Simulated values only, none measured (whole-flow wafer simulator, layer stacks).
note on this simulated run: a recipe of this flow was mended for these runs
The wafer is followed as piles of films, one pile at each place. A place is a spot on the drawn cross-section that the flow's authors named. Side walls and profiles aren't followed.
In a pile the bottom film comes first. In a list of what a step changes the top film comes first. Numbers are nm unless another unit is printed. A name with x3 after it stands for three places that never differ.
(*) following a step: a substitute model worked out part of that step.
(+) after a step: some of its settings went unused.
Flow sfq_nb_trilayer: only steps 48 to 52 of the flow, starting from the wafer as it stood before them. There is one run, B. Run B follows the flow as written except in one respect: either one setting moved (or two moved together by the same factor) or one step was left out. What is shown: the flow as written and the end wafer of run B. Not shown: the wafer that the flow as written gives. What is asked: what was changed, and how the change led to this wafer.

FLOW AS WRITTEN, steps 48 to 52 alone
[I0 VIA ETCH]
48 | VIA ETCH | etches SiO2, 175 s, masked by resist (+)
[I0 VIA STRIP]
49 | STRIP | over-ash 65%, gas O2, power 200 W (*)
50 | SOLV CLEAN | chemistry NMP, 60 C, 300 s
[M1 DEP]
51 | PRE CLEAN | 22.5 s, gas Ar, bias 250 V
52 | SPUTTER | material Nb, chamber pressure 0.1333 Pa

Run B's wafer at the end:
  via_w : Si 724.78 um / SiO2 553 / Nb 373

The reason: step 48, VIA ETCH: 131 s was run, though the flow has 175 s.

The path from the change to this, step by step:
  48 | VIA ETCH | etches SiO2, 175 s, masked by resist (+)
      via_w: SiO2 loses 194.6 (in the flow as written it would be: SiO2 loses 199.7 (all of it), Nb loses 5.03)
      field_l x5, v_sur x96, moat x3, l0v: KrF-resist-other-grade loses 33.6 (in the flow as written it would be: KrF-resist-other-grade loses 44.8)
  49 | STRIP | over-ash 65%, gas O2, power 200 W (*)
      field_l x5, v_sur x96, moat x3, l0v: KrF-resist-other-grade loses 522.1 (all of it), anti-reflective coat loses 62 (all of it) (in the flow as written it would be: KrF-resist-other-grade loses 510.8 (all of it), anti-reflective coat loses 62 (all of it))
  51 | PRE CLEAN | 22.5 s, gas Ar, bias 250 V
      via_w: SiO2 loses 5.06 (all of it), Nb loses 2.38 (in the flow as written it would be: Nb loses 6.45)
